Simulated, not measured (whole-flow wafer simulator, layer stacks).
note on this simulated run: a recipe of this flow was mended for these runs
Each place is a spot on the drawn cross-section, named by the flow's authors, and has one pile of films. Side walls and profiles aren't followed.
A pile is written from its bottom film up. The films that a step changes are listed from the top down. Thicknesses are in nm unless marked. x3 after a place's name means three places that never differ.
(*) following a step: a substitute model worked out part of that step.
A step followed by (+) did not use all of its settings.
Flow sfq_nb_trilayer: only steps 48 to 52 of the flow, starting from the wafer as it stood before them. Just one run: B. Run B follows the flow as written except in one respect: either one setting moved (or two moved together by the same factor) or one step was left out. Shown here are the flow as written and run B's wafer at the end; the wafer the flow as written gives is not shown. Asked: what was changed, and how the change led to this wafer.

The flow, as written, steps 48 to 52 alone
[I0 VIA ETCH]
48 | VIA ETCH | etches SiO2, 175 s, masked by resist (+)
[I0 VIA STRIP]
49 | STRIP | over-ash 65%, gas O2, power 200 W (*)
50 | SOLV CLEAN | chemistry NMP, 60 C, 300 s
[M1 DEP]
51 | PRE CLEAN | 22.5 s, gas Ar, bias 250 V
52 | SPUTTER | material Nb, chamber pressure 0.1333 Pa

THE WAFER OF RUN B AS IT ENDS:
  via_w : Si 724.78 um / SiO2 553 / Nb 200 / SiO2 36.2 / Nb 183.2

Cause: step 48, VIA ETCH: 105 s was run, while the flow as written has 175 s.

How this came from the change, step by step:
  48 | VIA ETCH | etches SiO2, 175 s, masked by resist (+)
      via_w: -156 SiO2 (in the flow as written it would be: -199.7 SiO2 (all of it), -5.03 Nb)
      field_l x5, v_sur x96, moat x3, l0v: -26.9 KrF-resist-other-grade (in the flow as written it would be: -44.8 KrF-resist-other-grade)
  49 | STRIP | over-ash 65%, gas O2, power 200 W (*)
      field_l x5, v_sur x96, moat x3, l0v: -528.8 KrF-resist-other-grade (all of it), -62 anti-reflective coat (all of it) (in the flow as written it would be: -510.8 KrF-resist-other-grade (all of it), -62 anti-reflective coat (all of it))
  51 | PRE CLEAN | 22.5 s, gas Ar, bias 250 V
      via_w: -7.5 SiO2 (in the flow as written it would be: -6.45 Nb)
  52 | SPUTTER | material Nb, chamber pressure 0.1333 Pa
      via_w: +183.2 Nb (new film) (in the flow as written it would be: +172.8 Nb)
If metal films that touch count as one body, via_w has 2 bodies (between them, from the top down: SiO2 36.2); the flow as written gives 1 body.
